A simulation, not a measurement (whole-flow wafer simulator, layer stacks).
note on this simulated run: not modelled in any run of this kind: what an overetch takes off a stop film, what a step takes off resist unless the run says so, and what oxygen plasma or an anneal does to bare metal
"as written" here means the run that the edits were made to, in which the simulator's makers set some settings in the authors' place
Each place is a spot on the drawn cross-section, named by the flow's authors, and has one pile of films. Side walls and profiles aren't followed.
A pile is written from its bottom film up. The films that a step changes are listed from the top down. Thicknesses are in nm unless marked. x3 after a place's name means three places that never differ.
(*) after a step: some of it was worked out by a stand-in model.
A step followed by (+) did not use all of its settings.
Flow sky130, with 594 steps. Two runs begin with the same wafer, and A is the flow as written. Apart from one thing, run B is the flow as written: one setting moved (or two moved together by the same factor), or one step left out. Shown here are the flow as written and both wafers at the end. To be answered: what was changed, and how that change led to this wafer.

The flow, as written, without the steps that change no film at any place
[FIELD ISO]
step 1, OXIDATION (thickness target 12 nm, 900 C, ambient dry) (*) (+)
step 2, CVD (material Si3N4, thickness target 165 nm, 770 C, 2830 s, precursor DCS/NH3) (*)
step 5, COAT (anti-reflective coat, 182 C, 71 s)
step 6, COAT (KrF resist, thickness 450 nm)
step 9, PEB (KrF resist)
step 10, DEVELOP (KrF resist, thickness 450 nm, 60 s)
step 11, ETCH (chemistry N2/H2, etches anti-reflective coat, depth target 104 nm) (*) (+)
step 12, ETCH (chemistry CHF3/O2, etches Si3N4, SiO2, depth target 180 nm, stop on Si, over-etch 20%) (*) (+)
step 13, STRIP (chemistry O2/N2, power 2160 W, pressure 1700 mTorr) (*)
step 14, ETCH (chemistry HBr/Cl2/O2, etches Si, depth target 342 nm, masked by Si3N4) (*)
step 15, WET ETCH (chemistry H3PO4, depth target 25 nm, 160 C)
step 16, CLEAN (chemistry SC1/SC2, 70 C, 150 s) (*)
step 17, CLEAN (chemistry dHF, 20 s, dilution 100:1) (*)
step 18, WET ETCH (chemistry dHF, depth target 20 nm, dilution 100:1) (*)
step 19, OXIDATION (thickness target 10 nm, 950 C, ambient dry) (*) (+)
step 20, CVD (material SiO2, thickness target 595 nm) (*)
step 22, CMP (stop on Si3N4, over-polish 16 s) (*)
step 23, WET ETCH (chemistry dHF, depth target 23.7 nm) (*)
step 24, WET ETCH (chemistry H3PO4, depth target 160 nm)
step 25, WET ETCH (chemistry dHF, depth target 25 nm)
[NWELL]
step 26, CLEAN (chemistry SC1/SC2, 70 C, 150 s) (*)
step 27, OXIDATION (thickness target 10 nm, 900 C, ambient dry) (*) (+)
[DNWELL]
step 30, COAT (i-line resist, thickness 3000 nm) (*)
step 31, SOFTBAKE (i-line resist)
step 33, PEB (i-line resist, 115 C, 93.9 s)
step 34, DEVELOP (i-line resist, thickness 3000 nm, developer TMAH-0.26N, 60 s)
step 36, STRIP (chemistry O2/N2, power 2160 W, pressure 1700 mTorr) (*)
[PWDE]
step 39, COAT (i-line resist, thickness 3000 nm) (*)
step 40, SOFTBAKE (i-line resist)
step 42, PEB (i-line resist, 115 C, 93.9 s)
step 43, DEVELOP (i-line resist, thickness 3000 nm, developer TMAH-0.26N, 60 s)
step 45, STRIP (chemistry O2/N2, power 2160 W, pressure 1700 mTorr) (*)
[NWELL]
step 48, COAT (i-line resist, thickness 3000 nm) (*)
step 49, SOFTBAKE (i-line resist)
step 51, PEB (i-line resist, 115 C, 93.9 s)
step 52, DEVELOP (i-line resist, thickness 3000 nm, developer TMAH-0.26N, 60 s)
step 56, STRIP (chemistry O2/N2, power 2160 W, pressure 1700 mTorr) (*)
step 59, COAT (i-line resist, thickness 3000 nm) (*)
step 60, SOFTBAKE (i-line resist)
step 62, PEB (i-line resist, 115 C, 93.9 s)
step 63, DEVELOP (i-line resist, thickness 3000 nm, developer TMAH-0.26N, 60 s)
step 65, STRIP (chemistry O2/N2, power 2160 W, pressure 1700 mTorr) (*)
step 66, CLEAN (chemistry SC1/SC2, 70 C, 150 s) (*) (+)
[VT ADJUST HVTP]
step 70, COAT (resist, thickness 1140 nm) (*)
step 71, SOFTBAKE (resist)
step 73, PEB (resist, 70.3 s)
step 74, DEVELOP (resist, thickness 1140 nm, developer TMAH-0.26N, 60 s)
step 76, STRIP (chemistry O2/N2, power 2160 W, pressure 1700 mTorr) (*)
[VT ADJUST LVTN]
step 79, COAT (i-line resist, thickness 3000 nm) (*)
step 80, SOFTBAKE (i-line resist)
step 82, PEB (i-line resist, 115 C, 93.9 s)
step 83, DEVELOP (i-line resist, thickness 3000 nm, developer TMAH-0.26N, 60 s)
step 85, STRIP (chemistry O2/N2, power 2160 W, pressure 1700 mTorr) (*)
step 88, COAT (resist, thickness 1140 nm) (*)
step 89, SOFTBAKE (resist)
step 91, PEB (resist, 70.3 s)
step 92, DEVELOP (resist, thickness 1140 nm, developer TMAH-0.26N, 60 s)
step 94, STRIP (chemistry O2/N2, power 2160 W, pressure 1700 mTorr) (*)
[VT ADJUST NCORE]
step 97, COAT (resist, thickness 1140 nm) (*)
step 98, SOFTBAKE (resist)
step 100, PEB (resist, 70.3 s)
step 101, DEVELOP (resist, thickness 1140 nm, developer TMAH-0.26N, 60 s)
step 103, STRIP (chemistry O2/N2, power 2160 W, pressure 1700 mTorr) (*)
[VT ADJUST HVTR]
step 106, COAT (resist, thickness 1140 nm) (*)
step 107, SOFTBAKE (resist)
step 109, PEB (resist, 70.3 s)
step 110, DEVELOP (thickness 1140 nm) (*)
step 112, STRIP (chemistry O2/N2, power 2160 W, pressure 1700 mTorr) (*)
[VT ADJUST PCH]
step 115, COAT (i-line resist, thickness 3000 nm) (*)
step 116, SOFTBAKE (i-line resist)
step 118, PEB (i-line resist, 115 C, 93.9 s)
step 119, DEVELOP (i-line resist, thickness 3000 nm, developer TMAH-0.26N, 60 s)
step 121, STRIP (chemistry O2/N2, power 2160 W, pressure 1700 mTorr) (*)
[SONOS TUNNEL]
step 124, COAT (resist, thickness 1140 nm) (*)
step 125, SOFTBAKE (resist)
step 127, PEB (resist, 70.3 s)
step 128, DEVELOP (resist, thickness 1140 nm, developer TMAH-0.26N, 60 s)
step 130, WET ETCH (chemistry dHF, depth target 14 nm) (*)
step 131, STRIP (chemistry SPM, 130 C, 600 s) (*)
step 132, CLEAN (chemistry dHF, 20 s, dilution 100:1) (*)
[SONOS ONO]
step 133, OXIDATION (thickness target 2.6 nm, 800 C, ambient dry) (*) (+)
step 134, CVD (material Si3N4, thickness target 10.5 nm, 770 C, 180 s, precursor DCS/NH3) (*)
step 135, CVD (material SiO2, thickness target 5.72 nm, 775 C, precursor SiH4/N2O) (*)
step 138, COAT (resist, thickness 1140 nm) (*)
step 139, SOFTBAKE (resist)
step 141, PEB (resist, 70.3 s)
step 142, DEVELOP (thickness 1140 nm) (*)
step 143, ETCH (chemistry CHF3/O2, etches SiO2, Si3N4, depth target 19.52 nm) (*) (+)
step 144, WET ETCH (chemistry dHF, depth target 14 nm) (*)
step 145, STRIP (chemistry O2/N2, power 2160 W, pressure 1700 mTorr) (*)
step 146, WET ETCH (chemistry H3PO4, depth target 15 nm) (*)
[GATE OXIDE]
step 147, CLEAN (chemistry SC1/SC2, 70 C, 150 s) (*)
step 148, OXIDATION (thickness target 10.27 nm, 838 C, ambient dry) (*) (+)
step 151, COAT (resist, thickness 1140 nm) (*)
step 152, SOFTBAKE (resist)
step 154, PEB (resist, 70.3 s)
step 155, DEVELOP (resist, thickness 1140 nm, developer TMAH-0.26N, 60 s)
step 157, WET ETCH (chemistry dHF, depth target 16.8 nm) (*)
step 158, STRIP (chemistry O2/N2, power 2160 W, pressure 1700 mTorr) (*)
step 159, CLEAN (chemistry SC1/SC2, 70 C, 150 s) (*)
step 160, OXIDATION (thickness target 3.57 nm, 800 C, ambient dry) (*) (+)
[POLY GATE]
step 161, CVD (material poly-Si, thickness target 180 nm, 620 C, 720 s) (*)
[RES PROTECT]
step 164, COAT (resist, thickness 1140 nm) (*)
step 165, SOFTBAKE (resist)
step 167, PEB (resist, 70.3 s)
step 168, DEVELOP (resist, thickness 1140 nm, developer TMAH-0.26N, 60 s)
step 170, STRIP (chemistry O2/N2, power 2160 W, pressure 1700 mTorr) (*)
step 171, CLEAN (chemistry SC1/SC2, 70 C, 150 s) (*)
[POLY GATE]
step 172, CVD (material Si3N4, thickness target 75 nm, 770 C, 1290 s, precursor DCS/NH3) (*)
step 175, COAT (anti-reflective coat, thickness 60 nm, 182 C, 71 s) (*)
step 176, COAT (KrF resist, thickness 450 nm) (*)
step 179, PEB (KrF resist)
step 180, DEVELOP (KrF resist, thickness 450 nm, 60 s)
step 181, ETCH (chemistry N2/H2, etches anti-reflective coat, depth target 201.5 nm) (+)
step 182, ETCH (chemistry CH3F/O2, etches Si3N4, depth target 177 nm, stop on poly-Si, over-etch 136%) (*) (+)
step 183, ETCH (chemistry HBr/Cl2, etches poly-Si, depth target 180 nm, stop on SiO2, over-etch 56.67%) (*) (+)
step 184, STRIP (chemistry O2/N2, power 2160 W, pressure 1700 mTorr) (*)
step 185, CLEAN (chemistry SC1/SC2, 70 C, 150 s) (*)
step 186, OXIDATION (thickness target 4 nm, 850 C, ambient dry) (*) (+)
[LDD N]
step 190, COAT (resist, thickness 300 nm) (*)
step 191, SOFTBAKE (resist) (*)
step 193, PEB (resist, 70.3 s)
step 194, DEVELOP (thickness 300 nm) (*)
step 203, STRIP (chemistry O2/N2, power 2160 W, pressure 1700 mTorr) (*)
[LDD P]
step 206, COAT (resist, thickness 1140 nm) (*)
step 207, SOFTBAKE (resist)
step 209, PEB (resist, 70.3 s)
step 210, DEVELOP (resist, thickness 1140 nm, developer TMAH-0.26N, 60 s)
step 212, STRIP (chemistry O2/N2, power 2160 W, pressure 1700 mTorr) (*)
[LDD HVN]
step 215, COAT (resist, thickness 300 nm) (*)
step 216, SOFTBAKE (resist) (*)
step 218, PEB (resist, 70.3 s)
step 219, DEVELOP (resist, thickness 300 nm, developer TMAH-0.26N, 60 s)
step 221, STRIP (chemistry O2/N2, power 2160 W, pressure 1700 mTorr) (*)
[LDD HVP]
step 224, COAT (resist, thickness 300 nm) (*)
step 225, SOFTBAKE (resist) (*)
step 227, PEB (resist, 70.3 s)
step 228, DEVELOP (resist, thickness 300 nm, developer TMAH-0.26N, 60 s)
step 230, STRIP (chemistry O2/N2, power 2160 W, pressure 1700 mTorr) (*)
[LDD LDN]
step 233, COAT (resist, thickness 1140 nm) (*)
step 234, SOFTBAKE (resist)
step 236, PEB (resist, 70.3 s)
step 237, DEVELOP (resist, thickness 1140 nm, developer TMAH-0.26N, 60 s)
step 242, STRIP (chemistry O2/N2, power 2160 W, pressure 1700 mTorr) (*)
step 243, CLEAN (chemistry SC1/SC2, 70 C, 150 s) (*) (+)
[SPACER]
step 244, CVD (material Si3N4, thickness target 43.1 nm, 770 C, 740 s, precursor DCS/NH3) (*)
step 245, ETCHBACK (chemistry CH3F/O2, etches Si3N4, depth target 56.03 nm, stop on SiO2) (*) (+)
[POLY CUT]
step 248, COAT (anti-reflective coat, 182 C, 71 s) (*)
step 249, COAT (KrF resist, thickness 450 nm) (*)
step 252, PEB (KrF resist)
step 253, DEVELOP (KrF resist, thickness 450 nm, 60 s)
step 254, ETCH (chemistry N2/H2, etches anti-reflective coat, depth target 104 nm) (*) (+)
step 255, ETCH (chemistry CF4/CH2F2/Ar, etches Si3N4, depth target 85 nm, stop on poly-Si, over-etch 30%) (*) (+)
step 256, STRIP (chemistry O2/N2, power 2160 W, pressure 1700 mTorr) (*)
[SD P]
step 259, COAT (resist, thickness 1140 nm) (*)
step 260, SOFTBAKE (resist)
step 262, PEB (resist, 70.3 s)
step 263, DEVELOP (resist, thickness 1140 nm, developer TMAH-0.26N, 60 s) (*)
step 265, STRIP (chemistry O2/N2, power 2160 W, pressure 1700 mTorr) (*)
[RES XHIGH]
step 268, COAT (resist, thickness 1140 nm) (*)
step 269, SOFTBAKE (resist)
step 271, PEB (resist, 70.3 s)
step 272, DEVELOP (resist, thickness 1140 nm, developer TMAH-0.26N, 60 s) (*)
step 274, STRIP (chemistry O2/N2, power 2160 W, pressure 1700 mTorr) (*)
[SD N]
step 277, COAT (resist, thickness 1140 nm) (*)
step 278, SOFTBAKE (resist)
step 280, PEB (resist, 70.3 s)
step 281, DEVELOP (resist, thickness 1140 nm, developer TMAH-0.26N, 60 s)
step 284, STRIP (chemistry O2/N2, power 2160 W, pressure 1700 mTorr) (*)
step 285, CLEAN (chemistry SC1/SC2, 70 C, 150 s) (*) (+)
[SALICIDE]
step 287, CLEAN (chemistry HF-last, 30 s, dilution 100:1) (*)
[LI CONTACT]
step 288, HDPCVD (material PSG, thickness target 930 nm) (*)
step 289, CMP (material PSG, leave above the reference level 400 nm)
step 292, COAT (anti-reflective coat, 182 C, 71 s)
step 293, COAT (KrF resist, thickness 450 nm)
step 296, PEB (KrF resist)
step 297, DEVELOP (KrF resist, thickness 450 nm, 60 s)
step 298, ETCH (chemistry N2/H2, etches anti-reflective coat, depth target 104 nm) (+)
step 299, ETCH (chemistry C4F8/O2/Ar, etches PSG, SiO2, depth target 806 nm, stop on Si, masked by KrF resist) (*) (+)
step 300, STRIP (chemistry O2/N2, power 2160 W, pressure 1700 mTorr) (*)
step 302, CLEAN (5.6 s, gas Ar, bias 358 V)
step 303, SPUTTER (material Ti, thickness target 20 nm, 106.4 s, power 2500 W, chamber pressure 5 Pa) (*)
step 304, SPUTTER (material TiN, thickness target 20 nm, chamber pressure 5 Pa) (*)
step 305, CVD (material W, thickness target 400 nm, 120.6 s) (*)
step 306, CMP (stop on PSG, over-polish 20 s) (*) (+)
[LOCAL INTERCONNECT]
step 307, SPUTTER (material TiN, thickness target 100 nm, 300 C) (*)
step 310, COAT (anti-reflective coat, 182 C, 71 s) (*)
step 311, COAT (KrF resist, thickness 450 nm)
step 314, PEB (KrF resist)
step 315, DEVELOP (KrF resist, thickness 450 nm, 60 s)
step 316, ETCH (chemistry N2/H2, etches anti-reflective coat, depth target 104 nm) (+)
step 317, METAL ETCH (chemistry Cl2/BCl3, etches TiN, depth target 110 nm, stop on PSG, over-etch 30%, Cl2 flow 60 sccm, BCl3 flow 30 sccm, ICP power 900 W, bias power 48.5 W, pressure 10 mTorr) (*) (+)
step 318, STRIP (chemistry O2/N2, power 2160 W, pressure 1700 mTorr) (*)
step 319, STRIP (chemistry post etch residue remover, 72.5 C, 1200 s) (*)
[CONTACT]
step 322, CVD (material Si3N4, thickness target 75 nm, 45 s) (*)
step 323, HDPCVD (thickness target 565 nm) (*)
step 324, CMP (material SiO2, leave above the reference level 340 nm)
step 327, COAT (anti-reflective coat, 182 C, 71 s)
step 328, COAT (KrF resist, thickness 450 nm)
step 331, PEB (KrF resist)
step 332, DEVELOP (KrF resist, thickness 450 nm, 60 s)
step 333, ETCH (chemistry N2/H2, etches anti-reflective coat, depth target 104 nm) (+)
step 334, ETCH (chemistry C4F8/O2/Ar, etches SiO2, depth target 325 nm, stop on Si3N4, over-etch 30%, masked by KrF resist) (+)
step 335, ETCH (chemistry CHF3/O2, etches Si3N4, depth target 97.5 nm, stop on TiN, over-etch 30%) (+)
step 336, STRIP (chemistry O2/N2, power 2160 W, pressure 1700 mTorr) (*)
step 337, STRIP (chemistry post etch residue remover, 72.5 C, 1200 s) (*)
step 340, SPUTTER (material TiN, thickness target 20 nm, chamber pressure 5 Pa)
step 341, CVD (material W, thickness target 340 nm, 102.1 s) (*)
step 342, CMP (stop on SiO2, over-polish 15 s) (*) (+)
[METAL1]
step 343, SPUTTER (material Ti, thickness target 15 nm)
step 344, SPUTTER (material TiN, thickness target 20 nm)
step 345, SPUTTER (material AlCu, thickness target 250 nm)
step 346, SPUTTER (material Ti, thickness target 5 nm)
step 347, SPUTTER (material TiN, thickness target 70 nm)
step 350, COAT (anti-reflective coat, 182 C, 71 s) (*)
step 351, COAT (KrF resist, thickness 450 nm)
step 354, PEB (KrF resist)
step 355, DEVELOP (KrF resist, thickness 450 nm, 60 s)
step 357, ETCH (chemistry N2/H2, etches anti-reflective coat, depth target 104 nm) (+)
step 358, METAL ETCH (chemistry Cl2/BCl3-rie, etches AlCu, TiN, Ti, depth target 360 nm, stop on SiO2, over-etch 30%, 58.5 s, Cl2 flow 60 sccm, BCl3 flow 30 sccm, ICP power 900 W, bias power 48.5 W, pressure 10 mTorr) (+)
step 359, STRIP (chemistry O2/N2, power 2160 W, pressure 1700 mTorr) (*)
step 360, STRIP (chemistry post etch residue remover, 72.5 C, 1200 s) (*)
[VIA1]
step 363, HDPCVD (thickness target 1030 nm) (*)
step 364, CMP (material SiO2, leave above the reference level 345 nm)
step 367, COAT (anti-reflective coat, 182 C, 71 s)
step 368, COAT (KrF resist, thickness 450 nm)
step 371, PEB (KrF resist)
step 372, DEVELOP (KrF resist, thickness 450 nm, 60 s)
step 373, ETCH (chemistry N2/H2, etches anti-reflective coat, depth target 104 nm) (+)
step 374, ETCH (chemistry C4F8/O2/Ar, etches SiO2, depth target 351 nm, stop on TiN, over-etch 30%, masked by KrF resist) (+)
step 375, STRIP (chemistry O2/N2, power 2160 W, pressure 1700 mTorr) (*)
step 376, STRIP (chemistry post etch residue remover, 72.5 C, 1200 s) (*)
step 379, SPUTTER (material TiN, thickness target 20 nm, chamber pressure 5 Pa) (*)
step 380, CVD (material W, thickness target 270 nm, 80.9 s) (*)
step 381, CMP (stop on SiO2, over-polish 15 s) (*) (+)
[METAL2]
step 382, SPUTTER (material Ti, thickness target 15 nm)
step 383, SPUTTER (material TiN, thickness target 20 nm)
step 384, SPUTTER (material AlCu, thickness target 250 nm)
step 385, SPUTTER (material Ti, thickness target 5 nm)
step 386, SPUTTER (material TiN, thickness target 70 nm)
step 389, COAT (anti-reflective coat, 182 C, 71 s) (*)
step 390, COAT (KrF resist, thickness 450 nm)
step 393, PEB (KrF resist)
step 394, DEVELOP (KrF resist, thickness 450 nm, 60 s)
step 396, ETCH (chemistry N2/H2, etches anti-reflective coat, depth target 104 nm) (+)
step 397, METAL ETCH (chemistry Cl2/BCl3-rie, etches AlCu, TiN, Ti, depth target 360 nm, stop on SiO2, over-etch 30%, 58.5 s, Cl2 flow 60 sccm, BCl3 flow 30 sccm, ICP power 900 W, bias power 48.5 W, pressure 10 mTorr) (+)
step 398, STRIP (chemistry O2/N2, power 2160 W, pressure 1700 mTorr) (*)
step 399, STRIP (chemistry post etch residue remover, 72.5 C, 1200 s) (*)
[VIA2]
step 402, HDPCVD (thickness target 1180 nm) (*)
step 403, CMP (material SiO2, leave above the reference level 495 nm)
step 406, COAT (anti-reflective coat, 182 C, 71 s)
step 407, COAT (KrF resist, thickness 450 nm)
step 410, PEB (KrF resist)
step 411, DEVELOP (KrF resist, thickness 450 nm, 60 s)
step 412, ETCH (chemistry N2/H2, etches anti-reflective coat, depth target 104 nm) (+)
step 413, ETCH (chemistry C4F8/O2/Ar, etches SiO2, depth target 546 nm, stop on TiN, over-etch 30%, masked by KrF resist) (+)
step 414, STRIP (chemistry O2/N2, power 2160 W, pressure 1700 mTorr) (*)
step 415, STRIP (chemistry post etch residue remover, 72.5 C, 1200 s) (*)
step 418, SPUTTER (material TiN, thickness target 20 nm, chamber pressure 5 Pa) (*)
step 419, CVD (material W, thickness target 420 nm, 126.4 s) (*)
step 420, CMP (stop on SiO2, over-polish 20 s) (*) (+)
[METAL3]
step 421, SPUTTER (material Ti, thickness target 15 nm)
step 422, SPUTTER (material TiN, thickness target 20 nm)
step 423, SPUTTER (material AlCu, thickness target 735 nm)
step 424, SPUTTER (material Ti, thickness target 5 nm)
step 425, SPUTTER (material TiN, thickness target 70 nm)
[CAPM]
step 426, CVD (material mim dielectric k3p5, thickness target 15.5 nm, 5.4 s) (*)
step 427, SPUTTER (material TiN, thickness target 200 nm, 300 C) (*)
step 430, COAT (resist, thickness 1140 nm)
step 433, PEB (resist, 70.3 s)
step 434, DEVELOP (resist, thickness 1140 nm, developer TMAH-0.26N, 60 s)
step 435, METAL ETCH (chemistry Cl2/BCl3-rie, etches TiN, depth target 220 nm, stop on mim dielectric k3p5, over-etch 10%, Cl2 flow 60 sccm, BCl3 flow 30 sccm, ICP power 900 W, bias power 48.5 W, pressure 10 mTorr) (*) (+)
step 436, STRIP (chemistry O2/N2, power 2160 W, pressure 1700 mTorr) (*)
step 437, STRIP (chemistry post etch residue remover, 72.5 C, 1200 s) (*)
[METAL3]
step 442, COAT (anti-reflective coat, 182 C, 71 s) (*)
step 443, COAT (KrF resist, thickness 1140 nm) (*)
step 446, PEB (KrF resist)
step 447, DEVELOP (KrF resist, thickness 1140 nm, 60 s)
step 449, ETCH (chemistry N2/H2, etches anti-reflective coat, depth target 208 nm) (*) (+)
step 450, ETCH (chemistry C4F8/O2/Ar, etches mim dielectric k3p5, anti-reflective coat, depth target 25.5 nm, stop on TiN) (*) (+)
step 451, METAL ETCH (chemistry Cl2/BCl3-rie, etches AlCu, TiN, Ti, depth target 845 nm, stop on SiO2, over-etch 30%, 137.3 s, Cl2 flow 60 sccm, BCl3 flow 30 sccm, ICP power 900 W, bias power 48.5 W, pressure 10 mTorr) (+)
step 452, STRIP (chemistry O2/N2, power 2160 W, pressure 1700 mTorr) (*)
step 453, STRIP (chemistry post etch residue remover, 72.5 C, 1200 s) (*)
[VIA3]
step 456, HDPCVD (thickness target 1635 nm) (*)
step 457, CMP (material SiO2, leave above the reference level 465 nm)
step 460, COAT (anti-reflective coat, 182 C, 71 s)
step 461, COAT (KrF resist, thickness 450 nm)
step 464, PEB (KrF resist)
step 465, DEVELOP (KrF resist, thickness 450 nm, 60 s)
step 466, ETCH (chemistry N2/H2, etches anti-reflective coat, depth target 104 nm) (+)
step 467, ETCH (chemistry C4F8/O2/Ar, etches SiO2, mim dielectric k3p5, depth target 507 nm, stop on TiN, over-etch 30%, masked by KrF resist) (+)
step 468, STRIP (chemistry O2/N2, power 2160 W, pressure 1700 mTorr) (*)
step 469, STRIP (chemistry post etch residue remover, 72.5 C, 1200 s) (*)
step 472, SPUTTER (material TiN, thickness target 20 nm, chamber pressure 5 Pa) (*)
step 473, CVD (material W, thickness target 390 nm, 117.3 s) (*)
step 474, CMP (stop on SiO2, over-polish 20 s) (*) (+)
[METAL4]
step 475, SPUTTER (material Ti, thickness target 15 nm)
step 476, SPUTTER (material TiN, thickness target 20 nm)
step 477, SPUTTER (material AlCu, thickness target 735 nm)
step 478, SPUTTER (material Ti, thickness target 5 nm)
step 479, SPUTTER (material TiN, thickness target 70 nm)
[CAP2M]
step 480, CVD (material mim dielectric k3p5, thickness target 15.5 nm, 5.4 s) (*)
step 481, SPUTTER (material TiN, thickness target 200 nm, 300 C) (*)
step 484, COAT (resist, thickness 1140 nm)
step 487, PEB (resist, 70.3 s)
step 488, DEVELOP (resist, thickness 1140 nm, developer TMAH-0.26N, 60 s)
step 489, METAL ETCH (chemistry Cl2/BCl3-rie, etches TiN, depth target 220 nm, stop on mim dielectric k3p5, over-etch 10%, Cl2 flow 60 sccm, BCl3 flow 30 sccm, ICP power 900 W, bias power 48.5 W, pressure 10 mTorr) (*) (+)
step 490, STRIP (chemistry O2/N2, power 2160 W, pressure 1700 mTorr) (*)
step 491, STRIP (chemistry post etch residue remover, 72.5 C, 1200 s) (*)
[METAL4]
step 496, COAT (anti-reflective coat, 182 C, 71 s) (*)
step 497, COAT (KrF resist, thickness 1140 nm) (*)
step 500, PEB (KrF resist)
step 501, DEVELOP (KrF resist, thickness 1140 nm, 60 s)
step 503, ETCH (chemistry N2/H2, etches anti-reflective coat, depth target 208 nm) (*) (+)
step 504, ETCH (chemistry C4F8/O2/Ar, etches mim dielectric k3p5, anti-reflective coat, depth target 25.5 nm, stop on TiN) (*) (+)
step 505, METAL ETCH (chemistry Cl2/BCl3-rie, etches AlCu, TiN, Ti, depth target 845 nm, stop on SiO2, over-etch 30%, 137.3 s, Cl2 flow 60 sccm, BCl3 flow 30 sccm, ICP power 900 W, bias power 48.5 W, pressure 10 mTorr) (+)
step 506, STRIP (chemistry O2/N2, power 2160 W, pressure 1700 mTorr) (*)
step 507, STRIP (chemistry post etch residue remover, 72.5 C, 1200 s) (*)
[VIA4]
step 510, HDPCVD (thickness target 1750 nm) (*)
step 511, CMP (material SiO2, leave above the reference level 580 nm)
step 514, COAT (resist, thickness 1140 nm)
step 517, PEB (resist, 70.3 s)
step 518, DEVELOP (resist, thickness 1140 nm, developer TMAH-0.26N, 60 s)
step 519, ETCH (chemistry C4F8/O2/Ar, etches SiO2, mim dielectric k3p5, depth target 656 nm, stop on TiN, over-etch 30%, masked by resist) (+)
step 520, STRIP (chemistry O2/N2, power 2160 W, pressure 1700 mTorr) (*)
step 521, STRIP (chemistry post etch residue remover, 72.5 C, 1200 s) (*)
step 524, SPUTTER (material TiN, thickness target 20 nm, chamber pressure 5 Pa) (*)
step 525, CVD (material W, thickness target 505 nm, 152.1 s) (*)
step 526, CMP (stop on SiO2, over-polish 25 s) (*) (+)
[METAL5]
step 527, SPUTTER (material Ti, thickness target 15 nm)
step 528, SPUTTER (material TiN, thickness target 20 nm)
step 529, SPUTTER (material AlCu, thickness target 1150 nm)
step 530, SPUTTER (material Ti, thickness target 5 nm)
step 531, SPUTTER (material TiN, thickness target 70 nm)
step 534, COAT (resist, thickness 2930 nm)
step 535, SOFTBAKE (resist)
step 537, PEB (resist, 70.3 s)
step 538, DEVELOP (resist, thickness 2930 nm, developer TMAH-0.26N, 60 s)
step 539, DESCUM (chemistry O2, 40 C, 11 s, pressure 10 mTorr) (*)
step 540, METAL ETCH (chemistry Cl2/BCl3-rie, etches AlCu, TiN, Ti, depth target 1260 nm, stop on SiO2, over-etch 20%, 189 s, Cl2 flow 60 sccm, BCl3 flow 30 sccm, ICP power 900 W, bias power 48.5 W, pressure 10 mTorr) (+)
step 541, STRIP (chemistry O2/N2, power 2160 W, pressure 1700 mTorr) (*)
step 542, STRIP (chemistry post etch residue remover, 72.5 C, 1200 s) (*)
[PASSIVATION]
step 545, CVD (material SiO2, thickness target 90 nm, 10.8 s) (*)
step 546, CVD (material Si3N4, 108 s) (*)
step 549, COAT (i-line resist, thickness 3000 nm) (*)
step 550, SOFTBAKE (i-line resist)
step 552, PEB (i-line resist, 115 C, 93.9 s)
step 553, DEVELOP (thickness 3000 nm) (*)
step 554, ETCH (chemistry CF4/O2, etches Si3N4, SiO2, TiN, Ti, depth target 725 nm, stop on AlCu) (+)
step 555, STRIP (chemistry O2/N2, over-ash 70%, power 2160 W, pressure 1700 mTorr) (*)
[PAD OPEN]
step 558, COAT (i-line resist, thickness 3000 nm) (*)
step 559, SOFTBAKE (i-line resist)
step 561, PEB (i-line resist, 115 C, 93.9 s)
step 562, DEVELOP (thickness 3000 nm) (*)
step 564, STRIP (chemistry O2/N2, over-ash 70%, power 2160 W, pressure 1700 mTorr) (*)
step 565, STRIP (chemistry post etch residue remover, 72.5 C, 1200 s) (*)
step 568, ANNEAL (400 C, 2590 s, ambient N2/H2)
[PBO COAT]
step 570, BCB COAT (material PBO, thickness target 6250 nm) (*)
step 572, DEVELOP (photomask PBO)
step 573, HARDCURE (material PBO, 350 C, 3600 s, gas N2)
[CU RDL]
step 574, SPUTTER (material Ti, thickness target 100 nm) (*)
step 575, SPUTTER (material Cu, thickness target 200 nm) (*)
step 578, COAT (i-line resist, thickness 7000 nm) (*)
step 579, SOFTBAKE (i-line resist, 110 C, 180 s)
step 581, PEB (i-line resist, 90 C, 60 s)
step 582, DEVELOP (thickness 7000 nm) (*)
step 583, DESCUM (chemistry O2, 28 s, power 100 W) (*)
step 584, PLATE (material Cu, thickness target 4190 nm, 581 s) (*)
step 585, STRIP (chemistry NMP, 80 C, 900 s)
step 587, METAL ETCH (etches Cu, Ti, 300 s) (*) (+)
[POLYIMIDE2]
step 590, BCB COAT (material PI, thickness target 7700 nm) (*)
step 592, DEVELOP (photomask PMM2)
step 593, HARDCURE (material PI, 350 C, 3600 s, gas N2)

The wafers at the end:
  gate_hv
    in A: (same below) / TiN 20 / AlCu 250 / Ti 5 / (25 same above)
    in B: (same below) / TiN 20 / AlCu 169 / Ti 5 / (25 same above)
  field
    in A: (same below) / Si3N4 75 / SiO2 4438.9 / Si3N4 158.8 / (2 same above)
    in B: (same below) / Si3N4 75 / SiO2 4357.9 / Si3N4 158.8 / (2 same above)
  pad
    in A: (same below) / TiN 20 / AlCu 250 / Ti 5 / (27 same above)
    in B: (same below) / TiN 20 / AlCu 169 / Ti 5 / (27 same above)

Cause: step 345, SPUTTER: thickness target 169 nm was run, while the flow as written has thickness target 250 nm.
One can read it off the wafer: gate_hv has AlCu 169, and step 345 as written asks for 250 nm.

The path from the change to this, step by step:
  step 345, SPUTTER (material AlCu, thickness target 250 nm)
      field, active, n_well and 188 more: A AlCu gains 250 (new film) | B AlCu gains 169 (new film)
  step 358, METAL ETCH (chemistry Cl2/BCl3-rie, etches AlCu, TiN, Ti, depth target 360 nm, stop on SiO2, over-etch 30%, 58.5 s, Cl2 flow 60 sccm, BCl3 flow 30 sccm, ICP power 900 W, bias power 48.5 W, pressure 10 mTorr) (+)
      field, active, gate and 81 more: A TiN loses 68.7 (all of it), Ti loses 5 (all of it), AlCu loses 250 (all of it), TiN loses 20 (all of it), Ti loses 15 (all of it), SiO2 loses 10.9 | B TiN loses 68.7 (all of it), Ti loses 5 (all of it), AlCu loses 169 (all of it), TiN loses 20 (all of it), Ti loses 15 (all of it), SiO2 loses 19
  step 364, CMP (material SiO2, leave above the reference level 345 nm)
      field, active, gate and 81 more: A SiO2 loses 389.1 | B SiO2 loses 462
